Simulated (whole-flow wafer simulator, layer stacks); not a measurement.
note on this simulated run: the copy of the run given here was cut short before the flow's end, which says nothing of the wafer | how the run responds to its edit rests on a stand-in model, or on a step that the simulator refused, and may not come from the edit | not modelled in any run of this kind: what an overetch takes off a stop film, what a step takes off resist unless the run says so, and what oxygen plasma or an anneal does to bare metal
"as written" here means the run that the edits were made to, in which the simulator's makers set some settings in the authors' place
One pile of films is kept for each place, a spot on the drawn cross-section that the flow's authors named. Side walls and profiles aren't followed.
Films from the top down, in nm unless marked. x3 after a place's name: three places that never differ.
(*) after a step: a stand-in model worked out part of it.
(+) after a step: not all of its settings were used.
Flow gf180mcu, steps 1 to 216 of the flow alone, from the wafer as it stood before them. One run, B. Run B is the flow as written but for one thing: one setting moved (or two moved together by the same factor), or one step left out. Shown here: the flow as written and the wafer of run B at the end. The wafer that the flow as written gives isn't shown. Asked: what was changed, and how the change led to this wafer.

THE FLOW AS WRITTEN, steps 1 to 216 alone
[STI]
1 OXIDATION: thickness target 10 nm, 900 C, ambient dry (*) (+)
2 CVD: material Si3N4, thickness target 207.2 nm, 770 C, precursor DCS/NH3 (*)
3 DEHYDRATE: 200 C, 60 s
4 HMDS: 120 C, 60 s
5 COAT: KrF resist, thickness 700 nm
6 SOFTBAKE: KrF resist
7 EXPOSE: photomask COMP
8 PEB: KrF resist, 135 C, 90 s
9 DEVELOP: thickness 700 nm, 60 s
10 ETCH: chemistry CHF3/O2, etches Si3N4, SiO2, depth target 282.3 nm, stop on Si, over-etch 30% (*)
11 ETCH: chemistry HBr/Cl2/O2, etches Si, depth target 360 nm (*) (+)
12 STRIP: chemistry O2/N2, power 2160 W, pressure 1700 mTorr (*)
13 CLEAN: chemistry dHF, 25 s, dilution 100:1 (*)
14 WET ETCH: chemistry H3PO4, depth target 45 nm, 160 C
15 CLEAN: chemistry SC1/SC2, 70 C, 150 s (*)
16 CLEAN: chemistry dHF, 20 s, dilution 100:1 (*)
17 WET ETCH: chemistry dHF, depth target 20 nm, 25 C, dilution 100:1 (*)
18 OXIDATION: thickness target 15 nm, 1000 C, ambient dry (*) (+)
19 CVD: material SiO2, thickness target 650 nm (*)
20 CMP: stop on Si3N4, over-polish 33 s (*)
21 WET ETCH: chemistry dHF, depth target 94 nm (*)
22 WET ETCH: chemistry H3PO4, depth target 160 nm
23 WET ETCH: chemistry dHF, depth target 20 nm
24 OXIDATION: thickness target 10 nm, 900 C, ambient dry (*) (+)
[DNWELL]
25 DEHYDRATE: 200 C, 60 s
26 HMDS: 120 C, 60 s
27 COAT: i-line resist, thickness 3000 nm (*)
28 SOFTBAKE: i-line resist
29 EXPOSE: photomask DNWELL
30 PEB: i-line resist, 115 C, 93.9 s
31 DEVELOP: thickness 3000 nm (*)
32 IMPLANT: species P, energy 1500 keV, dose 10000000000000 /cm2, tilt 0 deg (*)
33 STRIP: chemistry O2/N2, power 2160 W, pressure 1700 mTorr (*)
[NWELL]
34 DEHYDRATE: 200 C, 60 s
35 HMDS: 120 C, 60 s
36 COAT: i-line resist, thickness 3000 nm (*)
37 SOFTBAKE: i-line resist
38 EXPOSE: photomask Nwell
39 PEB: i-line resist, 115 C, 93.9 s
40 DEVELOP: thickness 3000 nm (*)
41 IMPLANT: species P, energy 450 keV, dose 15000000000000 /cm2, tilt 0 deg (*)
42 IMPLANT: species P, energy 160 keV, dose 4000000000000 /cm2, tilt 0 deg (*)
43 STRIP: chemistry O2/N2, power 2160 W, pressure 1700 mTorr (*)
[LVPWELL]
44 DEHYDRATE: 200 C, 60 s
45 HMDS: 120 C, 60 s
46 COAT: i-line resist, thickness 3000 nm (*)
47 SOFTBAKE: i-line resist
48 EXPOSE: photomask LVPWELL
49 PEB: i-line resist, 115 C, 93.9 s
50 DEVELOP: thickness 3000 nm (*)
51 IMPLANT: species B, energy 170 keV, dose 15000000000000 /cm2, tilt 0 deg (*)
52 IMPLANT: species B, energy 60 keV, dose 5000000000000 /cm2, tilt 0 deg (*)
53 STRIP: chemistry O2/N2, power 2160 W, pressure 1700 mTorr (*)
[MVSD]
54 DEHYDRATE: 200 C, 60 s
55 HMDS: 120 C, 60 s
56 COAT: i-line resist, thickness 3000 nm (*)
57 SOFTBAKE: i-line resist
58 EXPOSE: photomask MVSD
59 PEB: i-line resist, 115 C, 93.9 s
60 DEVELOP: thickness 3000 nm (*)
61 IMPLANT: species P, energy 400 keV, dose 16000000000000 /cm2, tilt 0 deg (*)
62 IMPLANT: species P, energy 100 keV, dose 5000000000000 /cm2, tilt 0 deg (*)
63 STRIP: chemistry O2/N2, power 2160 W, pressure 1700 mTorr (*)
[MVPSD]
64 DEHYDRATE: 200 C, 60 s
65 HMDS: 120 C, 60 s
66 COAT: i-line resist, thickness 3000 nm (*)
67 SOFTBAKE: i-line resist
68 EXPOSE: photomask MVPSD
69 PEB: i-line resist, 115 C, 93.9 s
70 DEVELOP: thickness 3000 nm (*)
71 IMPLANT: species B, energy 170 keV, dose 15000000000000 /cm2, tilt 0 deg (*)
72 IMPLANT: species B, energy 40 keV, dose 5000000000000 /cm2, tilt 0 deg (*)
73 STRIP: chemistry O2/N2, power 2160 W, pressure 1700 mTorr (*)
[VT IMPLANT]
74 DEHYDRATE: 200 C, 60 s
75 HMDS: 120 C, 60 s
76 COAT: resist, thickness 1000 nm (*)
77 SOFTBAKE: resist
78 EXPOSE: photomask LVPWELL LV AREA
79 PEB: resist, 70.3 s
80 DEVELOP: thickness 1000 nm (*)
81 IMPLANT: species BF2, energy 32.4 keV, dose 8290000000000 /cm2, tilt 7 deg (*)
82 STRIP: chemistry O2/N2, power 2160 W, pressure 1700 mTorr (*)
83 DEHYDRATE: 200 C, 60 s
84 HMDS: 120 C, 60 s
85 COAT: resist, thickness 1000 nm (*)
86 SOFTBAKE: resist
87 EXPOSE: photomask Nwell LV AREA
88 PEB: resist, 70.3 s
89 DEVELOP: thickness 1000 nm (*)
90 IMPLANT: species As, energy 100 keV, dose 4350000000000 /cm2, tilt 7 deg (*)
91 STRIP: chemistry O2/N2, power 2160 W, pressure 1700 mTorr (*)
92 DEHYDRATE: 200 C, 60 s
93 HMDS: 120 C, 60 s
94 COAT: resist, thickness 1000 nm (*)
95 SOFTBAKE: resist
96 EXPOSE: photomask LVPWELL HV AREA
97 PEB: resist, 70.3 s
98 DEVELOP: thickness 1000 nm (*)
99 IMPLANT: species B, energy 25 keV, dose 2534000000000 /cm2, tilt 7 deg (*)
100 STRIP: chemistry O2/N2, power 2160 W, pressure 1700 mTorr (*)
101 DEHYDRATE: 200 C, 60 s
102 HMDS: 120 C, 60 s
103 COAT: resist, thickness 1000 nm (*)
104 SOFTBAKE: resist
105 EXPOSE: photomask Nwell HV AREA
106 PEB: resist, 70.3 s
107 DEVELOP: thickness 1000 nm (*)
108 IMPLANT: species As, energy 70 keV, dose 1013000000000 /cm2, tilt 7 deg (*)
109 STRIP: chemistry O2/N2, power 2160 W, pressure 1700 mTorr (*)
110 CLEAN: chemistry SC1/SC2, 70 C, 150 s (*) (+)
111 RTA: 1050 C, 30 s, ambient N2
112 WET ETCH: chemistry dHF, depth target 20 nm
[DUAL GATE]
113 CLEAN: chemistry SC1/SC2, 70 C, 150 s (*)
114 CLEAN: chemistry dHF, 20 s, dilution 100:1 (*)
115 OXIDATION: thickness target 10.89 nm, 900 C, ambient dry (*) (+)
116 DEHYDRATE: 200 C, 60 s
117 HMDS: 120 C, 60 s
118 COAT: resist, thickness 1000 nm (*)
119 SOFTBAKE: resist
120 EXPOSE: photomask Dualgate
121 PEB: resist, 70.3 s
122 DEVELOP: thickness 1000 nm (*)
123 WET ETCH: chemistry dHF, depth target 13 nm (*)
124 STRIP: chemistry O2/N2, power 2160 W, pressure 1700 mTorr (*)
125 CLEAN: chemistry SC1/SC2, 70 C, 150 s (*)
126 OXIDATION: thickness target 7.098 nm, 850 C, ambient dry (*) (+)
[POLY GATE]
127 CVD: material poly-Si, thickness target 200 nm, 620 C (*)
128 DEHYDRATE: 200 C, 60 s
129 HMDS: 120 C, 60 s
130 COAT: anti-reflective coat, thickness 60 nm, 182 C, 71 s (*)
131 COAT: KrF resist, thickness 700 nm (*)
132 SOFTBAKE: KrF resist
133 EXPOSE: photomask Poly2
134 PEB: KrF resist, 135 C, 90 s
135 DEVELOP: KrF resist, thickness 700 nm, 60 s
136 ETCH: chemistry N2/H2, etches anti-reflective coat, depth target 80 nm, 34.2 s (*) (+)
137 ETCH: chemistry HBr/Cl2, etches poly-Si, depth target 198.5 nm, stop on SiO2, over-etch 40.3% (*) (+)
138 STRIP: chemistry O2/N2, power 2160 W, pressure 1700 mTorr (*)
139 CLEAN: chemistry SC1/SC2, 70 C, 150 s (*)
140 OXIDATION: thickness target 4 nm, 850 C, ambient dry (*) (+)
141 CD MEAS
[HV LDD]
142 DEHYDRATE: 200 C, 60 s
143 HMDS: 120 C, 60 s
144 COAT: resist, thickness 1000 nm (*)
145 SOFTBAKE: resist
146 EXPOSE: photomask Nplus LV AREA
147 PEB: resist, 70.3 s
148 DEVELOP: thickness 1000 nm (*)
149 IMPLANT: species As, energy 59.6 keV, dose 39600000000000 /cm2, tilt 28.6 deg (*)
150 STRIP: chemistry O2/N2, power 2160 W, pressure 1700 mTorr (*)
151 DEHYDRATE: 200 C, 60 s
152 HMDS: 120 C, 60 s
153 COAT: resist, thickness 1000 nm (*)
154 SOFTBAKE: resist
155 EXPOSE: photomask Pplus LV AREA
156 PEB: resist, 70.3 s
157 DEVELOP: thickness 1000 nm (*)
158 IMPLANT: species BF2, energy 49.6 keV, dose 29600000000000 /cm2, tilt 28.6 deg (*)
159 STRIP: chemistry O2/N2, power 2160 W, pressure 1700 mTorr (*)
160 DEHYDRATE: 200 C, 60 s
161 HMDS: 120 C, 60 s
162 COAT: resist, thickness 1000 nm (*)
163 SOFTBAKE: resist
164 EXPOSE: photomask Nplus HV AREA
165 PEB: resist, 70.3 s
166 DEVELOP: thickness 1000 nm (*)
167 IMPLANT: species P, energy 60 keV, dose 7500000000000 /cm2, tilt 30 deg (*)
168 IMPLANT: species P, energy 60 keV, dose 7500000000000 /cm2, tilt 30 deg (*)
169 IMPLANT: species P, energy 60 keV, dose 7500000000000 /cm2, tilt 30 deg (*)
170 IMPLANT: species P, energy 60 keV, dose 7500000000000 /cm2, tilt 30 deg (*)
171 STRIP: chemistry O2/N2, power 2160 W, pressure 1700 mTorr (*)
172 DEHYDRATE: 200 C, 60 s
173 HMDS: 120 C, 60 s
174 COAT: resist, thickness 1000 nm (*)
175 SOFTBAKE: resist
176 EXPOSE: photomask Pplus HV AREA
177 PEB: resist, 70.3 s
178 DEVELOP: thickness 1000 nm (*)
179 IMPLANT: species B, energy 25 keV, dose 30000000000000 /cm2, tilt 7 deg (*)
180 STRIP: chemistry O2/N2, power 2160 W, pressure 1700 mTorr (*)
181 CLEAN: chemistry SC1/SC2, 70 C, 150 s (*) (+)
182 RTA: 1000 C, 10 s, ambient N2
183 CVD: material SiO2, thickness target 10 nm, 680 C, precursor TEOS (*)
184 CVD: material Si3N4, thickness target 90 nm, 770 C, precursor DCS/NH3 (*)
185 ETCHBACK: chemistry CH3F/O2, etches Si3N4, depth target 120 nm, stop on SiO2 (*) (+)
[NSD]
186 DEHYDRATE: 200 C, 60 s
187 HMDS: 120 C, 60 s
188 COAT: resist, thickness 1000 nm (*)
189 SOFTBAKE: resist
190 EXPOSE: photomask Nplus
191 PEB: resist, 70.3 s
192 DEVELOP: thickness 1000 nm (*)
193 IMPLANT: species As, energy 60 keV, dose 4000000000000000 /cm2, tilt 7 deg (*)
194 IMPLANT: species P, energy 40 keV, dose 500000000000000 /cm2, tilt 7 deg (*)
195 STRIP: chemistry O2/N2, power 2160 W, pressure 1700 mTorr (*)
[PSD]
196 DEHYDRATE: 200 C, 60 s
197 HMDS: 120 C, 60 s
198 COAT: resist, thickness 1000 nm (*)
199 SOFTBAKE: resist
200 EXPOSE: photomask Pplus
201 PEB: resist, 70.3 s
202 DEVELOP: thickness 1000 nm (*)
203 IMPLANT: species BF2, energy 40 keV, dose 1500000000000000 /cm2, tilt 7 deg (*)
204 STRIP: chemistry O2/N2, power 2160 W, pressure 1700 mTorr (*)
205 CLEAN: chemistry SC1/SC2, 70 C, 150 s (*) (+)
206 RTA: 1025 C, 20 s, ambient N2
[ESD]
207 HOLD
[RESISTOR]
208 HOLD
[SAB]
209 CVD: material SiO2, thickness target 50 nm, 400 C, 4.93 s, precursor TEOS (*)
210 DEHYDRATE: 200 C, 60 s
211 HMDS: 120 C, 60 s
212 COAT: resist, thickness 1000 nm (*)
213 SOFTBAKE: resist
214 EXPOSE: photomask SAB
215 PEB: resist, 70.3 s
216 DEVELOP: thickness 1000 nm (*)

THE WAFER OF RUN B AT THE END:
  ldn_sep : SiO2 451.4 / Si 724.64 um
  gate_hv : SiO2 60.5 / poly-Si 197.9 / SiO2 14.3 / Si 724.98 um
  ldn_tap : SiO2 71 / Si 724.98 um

The cause: step 23, WET ETCH: depth target 9.5 nm was run, where the flow has depth target 20 nm.

How the change led to this, step by step:
  23 WET ETCH: chemistry dHF, depth target 20 nm
      active, n_well, p_well and 40 more: SiO2 -9.5 (as written it would be: SiO2 -9.93 (all of it))
      field_sub, sti, mim_1p0 x3 and 19 more: SiO2 -12.3 (as written it would be: SiO2 -26)
      (and at 13 more places)
  24 OXIDATION: thickness target 10 nm, 900 C, ambient dry (*) (+)
      active, n_well, p_well and 40 more: SiO2 +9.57, Si -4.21 (as written it would be: SiO2 +10 (new film), Si -4.4)
  28 SOFTBAKE: i-line resist
      ldn_fp, ldn_drn: i-line resist +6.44 (as written it would be: i-line resist +4.83)
      field: i-line resist +3.43 (as written it would be: i-line resist +2.45)
      (and at 39 more places)
  37 SOFTBAKE: i-line resist
      ldn_fp, ldn_drn: i-line resist +6.44 (as written it would be: i-line resist +4.83)
      field: i-line resist +3.43 (as written it would be: i-line resist +2.45)
      (and at 39 more places)
  47 SOFTBAKE: i-line resist
      ldn_fp, ldn_drn: i-line resist +6.44 (as written it would be: i-line resist +4.83)
      field: i-line resist +3.43 (as written it would be: i-line resist +2.45)
      (and at 39 more places)
  57 SOFTBAKE: i-line resist
      ldn_fp, ldn_drn: i-line resist +6.44 (as written it would be: i-line resist +4.83)
      field: i-line resist +3.43 (as written it would be: i-line resist +2.45)
      (and at 39 more places)
  67 SOFTBAKE: i-line resist
      ldn_fp, ldn_drn: i-line resist +6.44 (as written it would be: i-line resist +4.83)
      field: i-line resist +3.43 (as written it would be: i-line resist +2.45)
      (and at 39 more places)
  77 SOFTBAKE: resist
      field_sub__w2: resist -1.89 (as written it would be: resist -1.34)
      gate_p_hv: resist +2.45 (as written it would be: resist +1.75)
      (and at 3 more places)
  86 SOFTBAKE: resist
      field_sub__w2: resist -1.89 (as written it would be: resist -1.34)
      gate_p_hv: resist +2.45 (as written it would be: resist +1.75)
      (and at 3 more places)
  95 SOFTBAKE: resist
      field_sub__w2: resist -1.89 (as written it would be: resist -1.34)
      gate_p_hv: resist +2.45 (as written it would be: resist +1.75)
      (and at 3 more places)
  104 SOFTBAKE: resist
      field_sub__w2: resist -1.89 (as written it would be: resist -1.34)
      gate_p_hv: resist +2.45 (as written it would be: resist +1.75)
      (and at 3 more places)
  119 SOFTBAKE: resist
      field_sub: resist -1.34 (as written it would be: resist -0.73)
      field_sub__w2: resist -1.16 (as written it would be: resist -0.62)
      (and at 4 more places)
  130 COAT: anti-reflective coat, thickness 60 nm, 182 C, 71 s (*)
      p_well, spacer, sd_n: anti-reflective coat +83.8 (new film) (as written it would be: anti-reflective coat +70.9 (new film))
      ldn_acc, ldp_acc: anti-reflective coat +72.1 (new film) (as written it would be: anti-reflective coat +66.9 (new film))
      (and at 70 more places)
  136 ETCH: chemistry N2/H2, etches anti-reflective coat, depth target 80 nm, 34.2 s (*) (+)
      p_well, spacer, sd_n: anti-reflective coat -83.8 (all of it), poly-Si -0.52 (as written it would be: anti-reflective coat -70.9 (all of it), poly-Si -0.85)
      field: anti-reflective coat -57.2 (all of it), poly-Si -1.2 (as written it would be: anti-reflective coat -61.5 (all of it), poly-Si -1.09)
      (and at 49 more places)
  138 STRIP: chemistry O2/N2, power 2160 W, pressure 1700 mTorr (*)
      gate: chemical SiO2 +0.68 (new film), KrF resist -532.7 (all of it), anti-reflective coat -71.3 (all of it), poly-Si -0.3 (as written it would be: chemical SiO2 +0.68 (new film), KrF resist -531.7 (all of it), anti-reflective coat -65.5 (all of it), poly-Si -0.3)
      gate_hv: chemical SiO2 +0.68 (new film), KrF resist -531.3 (all of it), anti-reflective coat -63.2 (all of it), poly-Si -0.3 (as written it would be: chemical SiO2 +0.68 (new film), KrF resist -528.4 (all of it), anti-reflective coat -61 (all of it), poly-Si -0.3)
      (and at 20 more places)
  145 SOFTBAKE: resist
      field_sub: resist +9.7 (as written it would be: resist +10.3)
      gate_p_hv: resist -7.21 (as written it would be: resist -7.98)
      (and at 5 more places)
  ... 6 more steps ...
  213 SOFTBAKE: resist
      field__w8: resist -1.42 (as written it would be: resist -1.94)
      field_sub: resist +11.1 (as written it would be: resist +11.7)
      (and at 8 more places)
